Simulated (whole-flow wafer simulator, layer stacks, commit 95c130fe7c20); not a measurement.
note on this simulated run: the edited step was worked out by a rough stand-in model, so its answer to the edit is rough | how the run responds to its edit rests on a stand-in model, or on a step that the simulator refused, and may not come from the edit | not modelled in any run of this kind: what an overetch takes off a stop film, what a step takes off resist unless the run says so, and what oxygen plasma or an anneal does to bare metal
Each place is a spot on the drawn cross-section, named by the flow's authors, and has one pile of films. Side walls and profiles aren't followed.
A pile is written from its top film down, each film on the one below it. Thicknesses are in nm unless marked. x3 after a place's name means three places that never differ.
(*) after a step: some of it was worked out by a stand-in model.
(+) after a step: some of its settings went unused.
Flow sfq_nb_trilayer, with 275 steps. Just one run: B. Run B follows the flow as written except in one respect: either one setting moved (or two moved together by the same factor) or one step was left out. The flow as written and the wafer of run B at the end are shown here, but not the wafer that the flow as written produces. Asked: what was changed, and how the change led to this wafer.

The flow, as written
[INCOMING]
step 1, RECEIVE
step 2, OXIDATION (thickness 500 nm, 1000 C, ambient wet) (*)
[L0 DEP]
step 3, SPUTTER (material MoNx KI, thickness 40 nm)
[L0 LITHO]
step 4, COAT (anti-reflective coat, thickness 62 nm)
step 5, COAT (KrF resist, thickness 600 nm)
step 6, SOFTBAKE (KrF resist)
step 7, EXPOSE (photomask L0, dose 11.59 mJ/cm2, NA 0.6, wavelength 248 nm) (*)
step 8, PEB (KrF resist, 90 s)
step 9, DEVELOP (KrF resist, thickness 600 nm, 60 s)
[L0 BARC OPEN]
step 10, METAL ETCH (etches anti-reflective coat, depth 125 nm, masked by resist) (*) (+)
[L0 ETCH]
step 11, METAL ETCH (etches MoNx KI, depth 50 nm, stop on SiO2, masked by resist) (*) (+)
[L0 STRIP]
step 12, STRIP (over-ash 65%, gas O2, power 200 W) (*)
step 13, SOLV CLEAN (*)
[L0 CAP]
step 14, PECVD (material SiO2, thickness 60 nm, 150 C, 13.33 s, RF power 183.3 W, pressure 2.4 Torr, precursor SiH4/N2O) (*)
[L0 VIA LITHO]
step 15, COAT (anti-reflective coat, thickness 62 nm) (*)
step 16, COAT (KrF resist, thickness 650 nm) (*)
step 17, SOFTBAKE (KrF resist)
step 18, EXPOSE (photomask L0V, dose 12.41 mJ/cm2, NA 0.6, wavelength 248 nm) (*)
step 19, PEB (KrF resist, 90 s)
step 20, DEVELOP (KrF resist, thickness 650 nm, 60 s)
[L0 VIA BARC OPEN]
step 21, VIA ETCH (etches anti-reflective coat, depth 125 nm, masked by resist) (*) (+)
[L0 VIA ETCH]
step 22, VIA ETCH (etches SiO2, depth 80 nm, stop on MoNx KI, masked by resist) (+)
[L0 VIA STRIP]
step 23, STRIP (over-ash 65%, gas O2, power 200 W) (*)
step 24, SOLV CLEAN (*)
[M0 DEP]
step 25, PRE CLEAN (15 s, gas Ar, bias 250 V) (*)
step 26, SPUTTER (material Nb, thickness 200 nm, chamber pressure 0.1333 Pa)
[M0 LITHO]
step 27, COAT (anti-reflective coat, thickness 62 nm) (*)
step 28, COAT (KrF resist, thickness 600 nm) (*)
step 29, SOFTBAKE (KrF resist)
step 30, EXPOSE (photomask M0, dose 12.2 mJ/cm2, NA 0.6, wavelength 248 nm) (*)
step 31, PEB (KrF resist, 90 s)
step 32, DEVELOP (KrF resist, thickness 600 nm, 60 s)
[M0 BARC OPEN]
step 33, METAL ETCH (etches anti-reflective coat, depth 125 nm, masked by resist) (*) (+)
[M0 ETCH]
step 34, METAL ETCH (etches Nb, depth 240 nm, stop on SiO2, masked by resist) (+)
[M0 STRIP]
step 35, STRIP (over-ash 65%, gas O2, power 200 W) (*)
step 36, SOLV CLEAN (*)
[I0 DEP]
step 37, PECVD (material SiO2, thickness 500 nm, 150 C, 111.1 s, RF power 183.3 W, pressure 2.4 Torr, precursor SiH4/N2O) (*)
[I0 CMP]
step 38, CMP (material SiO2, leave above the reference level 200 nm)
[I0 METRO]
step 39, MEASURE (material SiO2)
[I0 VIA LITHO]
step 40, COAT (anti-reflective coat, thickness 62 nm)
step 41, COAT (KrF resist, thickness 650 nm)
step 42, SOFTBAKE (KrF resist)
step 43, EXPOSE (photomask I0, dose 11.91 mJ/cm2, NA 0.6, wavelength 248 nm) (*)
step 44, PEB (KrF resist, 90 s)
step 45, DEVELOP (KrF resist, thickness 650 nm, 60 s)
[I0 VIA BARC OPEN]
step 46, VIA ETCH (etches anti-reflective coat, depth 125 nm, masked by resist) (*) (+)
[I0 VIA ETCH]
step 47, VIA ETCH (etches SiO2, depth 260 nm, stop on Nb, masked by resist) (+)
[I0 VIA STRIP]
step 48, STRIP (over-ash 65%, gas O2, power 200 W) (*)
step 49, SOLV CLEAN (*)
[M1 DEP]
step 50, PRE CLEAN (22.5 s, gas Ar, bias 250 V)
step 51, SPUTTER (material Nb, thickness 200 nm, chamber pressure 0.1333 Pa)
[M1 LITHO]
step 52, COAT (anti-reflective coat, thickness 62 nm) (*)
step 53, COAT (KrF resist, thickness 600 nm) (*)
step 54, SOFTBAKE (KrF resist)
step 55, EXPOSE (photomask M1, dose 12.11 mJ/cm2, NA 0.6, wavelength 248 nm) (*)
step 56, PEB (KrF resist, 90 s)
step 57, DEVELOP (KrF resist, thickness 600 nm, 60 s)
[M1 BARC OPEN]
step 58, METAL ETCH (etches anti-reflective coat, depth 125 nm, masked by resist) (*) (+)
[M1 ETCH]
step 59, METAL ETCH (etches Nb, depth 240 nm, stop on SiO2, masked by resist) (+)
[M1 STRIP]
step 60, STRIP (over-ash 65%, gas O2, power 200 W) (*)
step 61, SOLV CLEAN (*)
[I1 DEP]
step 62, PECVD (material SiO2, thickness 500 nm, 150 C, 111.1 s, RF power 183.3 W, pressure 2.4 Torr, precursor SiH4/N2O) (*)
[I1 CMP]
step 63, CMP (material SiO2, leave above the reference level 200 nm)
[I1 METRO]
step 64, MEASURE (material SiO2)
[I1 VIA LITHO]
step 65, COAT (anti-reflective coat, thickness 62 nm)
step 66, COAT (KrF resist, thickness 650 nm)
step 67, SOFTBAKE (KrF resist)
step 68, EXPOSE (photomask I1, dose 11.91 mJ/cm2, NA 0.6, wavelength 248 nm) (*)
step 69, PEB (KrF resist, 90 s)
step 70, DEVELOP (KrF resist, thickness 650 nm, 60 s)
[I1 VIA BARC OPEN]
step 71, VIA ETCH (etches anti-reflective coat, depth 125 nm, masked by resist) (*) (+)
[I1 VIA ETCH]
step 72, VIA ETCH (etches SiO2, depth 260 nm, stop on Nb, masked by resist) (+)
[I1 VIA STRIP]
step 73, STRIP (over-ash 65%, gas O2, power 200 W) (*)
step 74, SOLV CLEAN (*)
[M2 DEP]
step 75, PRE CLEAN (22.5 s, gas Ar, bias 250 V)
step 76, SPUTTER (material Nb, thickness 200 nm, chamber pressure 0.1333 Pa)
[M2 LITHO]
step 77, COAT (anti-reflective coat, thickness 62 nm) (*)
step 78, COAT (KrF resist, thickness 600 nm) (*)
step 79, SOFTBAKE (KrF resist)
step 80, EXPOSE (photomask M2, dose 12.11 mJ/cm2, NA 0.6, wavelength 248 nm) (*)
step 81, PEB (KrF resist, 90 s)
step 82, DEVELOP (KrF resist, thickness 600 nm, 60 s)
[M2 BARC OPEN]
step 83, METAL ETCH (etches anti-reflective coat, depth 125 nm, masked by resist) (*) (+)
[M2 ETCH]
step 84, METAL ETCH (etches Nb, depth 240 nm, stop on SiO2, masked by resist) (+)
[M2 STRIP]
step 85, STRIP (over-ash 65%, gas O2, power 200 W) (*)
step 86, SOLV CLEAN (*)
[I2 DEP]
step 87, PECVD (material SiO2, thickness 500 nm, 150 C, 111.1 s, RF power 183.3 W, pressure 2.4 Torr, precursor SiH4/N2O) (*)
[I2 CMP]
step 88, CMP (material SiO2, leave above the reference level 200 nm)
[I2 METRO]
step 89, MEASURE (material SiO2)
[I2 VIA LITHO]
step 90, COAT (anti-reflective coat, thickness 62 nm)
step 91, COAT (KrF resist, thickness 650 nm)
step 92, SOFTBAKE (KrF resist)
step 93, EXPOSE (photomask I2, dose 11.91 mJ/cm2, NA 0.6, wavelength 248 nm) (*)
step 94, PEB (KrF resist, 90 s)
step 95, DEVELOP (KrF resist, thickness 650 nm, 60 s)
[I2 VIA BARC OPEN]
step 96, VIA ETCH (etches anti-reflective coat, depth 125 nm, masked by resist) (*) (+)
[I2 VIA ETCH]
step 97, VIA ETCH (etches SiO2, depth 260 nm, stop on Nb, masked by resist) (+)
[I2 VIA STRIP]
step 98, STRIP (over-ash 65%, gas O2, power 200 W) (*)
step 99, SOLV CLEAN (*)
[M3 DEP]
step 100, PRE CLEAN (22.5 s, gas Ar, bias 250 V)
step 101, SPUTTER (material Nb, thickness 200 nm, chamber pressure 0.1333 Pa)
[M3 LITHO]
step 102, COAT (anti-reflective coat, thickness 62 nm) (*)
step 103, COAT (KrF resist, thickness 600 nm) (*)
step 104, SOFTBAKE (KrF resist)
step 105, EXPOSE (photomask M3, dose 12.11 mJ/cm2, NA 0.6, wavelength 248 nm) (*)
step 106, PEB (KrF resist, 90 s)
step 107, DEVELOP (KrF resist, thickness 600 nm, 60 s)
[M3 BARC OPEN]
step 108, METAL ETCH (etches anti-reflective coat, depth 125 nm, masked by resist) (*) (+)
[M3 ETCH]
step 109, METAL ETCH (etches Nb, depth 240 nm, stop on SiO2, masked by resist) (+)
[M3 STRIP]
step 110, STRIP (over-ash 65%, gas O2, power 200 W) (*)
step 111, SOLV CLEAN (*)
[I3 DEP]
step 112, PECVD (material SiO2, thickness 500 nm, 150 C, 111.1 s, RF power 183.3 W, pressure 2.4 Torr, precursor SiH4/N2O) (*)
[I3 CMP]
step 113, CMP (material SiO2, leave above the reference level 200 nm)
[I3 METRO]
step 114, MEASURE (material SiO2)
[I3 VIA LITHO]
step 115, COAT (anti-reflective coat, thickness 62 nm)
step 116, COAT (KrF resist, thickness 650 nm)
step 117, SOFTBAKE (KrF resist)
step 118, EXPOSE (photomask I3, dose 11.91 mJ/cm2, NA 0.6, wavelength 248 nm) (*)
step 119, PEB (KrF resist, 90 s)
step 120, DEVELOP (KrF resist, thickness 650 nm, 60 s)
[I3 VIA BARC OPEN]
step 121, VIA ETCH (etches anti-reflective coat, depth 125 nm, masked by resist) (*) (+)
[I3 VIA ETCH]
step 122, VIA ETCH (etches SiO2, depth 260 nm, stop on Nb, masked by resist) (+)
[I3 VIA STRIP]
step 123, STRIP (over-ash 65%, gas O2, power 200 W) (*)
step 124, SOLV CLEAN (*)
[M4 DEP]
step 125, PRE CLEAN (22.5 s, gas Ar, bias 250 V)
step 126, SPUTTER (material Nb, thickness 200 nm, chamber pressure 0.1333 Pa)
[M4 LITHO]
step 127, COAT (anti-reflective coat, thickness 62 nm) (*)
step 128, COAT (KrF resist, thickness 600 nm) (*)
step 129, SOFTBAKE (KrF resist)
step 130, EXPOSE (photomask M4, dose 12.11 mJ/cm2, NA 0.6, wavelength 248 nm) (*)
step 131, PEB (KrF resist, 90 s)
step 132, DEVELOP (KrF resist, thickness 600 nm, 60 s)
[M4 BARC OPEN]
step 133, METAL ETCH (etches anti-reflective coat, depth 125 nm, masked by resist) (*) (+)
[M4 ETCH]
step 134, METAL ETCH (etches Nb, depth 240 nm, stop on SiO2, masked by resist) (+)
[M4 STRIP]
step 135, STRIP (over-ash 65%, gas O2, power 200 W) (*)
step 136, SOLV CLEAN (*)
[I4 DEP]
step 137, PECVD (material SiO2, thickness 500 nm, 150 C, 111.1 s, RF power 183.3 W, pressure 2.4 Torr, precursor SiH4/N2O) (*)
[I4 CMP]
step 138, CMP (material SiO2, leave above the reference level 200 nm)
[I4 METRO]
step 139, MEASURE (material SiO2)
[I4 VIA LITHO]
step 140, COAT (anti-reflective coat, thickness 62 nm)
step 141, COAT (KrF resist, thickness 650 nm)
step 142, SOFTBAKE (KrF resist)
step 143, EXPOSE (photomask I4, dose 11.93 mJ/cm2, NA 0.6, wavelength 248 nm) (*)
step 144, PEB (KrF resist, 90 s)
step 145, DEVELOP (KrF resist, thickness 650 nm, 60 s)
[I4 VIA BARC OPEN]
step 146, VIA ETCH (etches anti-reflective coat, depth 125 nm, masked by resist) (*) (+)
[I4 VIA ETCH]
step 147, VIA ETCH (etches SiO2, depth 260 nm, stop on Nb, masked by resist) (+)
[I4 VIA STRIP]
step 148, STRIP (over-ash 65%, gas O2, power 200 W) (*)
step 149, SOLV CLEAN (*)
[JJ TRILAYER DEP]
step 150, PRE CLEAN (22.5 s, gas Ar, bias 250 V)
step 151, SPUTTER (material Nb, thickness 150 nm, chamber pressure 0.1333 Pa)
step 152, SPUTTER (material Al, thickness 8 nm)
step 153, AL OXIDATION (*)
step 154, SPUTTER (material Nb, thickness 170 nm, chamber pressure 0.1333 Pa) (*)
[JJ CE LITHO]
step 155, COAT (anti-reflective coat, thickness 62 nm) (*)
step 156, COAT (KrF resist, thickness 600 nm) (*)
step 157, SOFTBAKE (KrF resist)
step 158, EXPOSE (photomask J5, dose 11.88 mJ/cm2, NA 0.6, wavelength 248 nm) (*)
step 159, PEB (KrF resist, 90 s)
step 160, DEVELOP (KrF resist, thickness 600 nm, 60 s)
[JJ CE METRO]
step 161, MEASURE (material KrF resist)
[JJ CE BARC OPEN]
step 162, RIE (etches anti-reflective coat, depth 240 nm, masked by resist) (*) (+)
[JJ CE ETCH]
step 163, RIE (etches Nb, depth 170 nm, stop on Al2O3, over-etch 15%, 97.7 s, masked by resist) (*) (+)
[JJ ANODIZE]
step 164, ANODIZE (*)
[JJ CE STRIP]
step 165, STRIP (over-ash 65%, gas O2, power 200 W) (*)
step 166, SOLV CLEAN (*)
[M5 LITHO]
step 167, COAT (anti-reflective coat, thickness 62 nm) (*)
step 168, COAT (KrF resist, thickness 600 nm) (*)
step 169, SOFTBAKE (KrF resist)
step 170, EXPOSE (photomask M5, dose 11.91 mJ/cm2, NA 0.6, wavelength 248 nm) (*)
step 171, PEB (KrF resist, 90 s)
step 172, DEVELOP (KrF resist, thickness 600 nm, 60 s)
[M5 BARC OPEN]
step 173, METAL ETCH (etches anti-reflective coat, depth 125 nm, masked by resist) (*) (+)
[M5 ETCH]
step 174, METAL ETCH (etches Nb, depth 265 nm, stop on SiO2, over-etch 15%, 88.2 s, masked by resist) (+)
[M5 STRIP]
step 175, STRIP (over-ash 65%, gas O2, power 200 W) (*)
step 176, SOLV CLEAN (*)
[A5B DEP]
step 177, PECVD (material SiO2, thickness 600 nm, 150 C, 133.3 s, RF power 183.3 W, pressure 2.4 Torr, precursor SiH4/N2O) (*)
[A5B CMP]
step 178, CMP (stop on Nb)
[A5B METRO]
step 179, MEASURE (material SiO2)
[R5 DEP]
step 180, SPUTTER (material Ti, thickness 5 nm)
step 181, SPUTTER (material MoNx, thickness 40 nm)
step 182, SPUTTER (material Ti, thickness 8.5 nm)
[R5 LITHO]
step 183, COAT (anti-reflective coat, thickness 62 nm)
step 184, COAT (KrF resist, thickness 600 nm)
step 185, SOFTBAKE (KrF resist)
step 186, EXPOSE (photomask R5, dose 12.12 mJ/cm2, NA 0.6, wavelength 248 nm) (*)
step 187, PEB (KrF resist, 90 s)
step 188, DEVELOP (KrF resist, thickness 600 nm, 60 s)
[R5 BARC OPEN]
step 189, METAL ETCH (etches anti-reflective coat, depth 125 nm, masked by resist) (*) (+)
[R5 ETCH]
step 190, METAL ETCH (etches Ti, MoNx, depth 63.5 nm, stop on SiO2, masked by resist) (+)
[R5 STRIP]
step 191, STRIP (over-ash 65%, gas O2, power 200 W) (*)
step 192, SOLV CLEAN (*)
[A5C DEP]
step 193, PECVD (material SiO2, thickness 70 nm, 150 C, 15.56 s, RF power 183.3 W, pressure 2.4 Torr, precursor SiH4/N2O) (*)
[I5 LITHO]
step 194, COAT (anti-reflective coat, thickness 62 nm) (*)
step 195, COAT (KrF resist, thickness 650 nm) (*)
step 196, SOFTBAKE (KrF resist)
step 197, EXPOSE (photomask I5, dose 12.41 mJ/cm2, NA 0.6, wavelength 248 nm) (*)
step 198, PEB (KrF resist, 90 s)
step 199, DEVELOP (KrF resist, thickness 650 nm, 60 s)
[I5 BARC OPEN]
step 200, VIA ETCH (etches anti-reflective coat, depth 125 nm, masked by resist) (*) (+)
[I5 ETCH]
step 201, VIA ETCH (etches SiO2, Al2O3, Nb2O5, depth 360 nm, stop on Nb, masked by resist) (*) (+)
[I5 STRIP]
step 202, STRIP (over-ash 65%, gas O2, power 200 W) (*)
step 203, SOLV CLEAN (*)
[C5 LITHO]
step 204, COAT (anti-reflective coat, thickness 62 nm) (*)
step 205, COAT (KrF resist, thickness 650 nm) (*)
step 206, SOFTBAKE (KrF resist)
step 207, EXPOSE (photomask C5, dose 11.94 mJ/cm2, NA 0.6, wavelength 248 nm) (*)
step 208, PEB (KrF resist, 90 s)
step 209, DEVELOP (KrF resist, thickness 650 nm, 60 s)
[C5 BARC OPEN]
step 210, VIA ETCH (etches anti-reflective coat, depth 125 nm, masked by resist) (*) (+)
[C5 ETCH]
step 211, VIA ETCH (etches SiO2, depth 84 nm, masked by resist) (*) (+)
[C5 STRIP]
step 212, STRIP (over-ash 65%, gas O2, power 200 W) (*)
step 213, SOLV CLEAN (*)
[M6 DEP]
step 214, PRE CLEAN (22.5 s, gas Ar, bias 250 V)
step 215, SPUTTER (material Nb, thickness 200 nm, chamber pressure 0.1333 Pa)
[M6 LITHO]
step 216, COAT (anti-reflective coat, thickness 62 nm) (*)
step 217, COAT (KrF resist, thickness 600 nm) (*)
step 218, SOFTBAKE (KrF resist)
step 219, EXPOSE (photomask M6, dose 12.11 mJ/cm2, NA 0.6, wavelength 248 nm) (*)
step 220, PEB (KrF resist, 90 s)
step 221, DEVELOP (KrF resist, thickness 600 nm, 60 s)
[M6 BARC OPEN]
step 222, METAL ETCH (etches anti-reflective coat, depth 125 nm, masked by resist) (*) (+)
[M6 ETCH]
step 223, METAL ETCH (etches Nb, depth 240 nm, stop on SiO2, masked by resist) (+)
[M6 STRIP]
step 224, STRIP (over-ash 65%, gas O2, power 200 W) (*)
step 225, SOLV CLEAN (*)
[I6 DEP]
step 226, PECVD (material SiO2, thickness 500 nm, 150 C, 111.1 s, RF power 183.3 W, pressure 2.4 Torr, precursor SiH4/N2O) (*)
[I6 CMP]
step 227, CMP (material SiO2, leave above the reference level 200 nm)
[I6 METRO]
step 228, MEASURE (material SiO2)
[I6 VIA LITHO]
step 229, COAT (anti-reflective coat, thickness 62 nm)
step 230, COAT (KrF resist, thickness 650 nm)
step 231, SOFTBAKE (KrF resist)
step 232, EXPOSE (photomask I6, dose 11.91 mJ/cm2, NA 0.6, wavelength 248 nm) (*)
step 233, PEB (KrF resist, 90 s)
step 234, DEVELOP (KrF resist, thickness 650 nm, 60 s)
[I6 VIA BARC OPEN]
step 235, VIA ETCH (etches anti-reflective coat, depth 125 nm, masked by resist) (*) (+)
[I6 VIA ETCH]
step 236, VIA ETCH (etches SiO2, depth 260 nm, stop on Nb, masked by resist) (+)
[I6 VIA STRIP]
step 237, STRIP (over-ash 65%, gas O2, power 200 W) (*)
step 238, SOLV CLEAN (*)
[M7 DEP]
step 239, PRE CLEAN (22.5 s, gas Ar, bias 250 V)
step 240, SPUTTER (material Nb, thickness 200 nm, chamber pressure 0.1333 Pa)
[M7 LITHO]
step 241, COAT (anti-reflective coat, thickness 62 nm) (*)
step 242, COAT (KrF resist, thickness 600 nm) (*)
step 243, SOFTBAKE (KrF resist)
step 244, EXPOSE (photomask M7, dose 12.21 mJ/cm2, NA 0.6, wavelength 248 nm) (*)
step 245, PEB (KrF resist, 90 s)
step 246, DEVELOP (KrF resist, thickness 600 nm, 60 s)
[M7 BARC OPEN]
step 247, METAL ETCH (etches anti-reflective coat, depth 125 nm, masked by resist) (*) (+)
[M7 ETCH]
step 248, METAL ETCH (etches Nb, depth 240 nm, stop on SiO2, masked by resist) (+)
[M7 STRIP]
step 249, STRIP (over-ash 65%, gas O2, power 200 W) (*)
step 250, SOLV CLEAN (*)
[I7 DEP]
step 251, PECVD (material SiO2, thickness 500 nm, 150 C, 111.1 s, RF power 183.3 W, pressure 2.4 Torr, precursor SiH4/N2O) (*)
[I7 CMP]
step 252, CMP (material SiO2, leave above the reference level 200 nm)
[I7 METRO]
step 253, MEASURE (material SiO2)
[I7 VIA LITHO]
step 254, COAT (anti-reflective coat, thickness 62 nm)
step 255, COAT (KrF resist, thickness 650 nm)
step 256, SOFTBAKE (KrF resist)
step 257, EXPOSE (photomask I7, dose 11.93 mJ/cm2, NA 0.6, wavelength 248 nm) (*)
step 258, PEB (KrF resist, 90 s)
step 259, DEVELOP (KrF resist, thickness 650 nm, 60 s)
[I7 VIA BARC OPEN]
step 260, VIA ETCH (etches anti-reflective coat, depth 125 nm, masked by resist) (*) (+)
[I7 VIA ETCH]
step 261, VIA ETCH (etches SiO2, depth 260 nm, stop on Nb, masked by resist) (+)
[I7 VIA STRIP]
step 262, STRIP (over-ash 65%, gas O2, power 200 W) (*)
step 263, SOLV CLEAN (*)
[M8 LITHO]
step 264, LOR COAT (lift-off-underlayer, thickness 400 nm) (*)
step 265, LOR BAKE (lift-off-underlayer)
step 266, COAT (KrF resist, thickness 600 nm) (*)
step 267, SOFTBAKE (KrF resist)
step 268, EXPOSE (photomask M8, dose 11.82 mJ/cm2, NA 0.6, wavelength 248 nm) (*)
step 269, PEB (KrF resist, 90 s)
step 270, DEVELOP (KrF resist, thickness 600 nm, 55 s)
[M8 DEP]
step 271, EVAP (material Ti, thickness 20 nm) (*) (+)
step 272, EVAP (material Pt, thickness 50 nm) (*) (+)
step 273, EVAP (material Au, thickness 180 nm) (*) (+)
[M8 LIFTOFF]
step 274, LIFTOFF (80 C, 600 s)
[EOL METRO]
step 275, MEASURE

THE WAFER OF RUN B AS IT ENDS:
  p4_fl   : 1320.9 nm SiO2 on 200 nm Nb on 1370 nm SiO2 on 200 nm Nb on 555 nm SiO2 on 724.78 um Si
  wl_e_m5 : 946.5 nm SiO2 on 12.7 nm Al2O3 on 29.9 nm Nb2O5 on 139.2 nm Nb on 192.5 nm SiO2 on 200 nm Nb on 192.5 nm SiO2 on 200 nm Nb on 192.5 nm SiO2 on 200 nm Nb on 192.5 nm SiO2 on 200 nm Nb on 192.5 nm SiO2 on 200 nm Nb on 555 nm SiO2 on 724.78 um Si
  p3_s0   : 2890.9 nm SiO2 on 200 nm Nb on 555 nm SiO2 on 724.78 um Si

The reason: step 226, PECVD: thickness 245 nm was run, while the flow as written has thickness 500 nm; step 226, PECVD: 54.44 s was run, where the flow has 111.1 s.

Step by step, how the change led to this:
  step 226, PECVD (material SiO2, thickness 500 nm, 150 C, 111.1 s, RF power 183.3 W, pressure 2.4 Torr, precursor SiH4/N2O) (*)
      field_l, p4_fl, p4_fm and 62 more: +245 SiO2 (in the flow as written it would be: +500 SiO2)
      v_sur, via_wl, via_w and 21 more: +245 SiO2 (new film) (in the flow as written it would be: +500 SiO2 (new film))
      (as well as at 17 more places)
  step 227, CMP (material SiO2, leave above the reference level 200 nm)
      field_l, p4_fl, p4_fm and 59 more: nothing (in the flow as written it would be: -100 SiO2)
      moat, field_r, lsp_l, ln_m5, lsp_m: nothing (in the flow as written it would be: -93.6 SiO2)
      (as well as at 39 more places)
  step 229, COAT (anti-reflective coat, thickness 62 nm)
      p3_s1, p3_l2, p3_s2, p3_s5, p3_l6: +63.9 anti-reflective coat (new film) (in the flow as written it would be: +62 anti-reflective coat (new film))
      wl_a_sr, m0r_space_l, m0r_space_r, m7r_space_l, m7r_space_r: +80.4 anti-reflective coat (new film) (in the flow as written it would be: +62 anti-reflective coat (new film))
      (as well as at 83 more places)
  step 230, COAT (KrF resist, thickness 650 nm)
      m0r_line_l, m0r_line_r, m7r_line_l, m7r_line_r: +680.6 KrF resist (new film) (in the flow as written it would be: +650 KrF resist (new film))
      m0r_space_l, m0r_space_r, m7r_space_l, m7r_space_r: +669.8 KrF resist (new film) (in the flow as written it would be: +650 KrF resist (new film))
      (as well as at 71 more places)
  step 234, DEVELOP (KrF resist, thickness 650 nm, 60 s)
      via_v: -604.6 KrF resist (all of it) (in the flow as written it would be: -648.6 KrF resist (all of it))
  step 235, VIA ETCH (etches anti-reflective coat, depth 125 nm, masked by resist) (*) (+)
      field_l, v_sur, via_wl and 102 more: -43.9 KrF resist (in the flow as written it would be: -51.7 KrF resist)
      via_v: -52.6 anti-reflective coat (all of it), -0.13 SiO2 (in the flow as written it would be: -62 anti-reflective coat (all of it), -0.16 SiO2)
  step 237, STRIP (over-ash 65%, gas O2, power 200 W) (*)
      m0r_line_l, m0r_line_r, m7r_line_l, m7r_line_r: -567 KrF resist (all of it), -62.2 anti-reflective coat (all of it) (in the flow as written it would be: -528.6 KrF resist (all of it), -62 anti-reflective coat (all of it))
      m0r_space_l, m0r_space_r, m7r_space_l, m7r_space_r: -556.2 KrF resist (all of it), -80.4 anti-reflective coat (all of it) (in the flow as written it would be: -528.6 KrF resist (all of it), -62 anti-reflective coat (all of it))
      (as well as at 92 more places)
  step 240, SPUTTER (material Nb, thickness 200 nm, chamber pressure 0.1333 Pa)
      lsp_r, l0_sur, l0v: +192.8 Nb (new film) (in the flow as written it would be: +200 Nb (new film))
      be: +133.8 Nb (new film) (in the flow as written it would be: +200 Nb (new film))
      (as well as at 4 more places)
  step 241, COAT (anti-reflective coat, thickness 62 nm) (*)
      p3_l3, p3_s3, p3_l4, p3_s4, p3_l5: +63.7 anti-reflective coat (new film) (in the flow as written it would be: +62 anti-reflective coat (new film))
      m0r_space_l, m0r_space_r, m7r_space_l, m7r_space_r: +78.2 anti-reflective coat (new film) (in the flow as written it would be: +62 anti-reflective coat (new film))
      (as well as at 84 more places)
  step 242, COAT (KrF resist, thickness 600 nm) (*)
      m0r_line_l, m0r_line_r, m7r_line_l, m7r_line_r: +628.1 KrF resist (new film) (in the flow as written it would be: +600 KrF resist (new film))
      m0r_space_l, m0r_space_r, m7r_space_l, m7r_space_r: +620.4 KrF resist (new film) (in the flow as written it would be: +600 KrF resist (new film))
      (as well as at 72 more places)
  step 246, DEVELOP (KrF resist, thickness 600 nm, 60 s)
      m0r_space_l, m0r_space_r, m7r_space_l, m7r_space_r: -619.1 KrF resist (all of it) (in the flow as written it would be: -598.7 KrF resist (all of it))
      wl_c_sr, wl_d_sl: -616 KrF resist (all of it) (in the flow as written it would be: -598.7 KrF resist (all of it))
      (as well as at 33 more places)
  step 247, METAL ETCH (etches anti-reflective coat, depth 125 nm, masked by resist) (*) (+)
      m5r_linepad_l, m5r_linepad_r: -125 anti-reflective coat (in the flow as written it would be: -62 anti-reflective coat (all of it))
      v_sur, via_wl, via_w and 38 more: -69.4 KrF resist (in the flow as written it would be: -51.7 KrF resist)
      (as well as at 53 more places)
  step 248, METAL ETCH (etches Nb, depth 240 nm, stop on SiO2, masked by resist) (+)
      m5r_linepad_l, m5r_linepad_r: -20 anti-reflective coat (all of it), -200 Nb (all of it) (in the flow as written it would be: -200 Nb (all of it))
      l0_sur, l0v: -192.8 Nb (all of it) (in the flow as written it would be: -200 Nb (all of it))
  step 249, STRIP (over-ash 65%, gas O2, power 200 W) (*)
      m7r_line_l, m7r_line_r: -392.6 KrF resist (all of it), -62.7 anti-reflective coat (all of it) (in the flow as written it would be: -382.4 KrF resist (all of it), -62 anti-reflective coat (all of it))
      v_sur: -304.4 KrF resist (all of it), -42.1 anti-reflective coat (all of it) (in the flow as written it would be: -379.9 KrF resist (all of it), -61.4 anti-reflective coat (all of it))
      (as well as at 37 more places)
  step 251, PECVD (material SiO2, thickness 500 nm, 150 C, 111.1 s, RF power 183.3 W, pressure 2.4 Torr, precursor SiH4/N2O) (*)
      wl_c_sl, m6r_space_l, m6r_space_r: +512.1 SiO2 (in the flow as written it would be: +500 SiO2)
      be: +346 SiO2 (new film) (in the flow as written it would be: +500 SiO2 (new film))
      (as well as at 2 more places)
  step 252, CMP (material SiO2, leave above the reference level 200 nm)
      field_l, p4_fl, p4_fm and 53 more: nothing (in the flow as written it would be: -100 SiO2)
      field_r, lsp_l: nothing (in the flow as written it would be: -77.7 SiO2)
      (as well as at 23 more places)
  ... 8 other steps ...
  step 274, LIFTOFF (80 C, 600 s)
      m0r_line_l, m0r_line_r: -180 Au (all of it), -50 Pt (all of it), -20 Ti (all of it), -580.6 KrF resist (all of it), -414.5 lift-off-underlayer (all of it) (in the flow as written it would be: -180 Au (all of it), -50 Pt (all of it), -20 Ti (all of it), -576.2 KrF resist (all of it), -400 lift-off-underlayer (all of it))
      m0r_space_l, m0r_space_r: -180 Au (all of it), -50 Pt (all of it), -20 Ti (all of it), -577.3 KrF resist (all of it), -418.6 lift-off-underlayer (all of it) (in the flow as written it would be: -180 Au (all of it), -50 Pt (all of it), -20 Ti (all of it), -576.2 KrF resist (all of it), -400 lift-off-underlayer (all of it))
      (as well as at 45 more places)
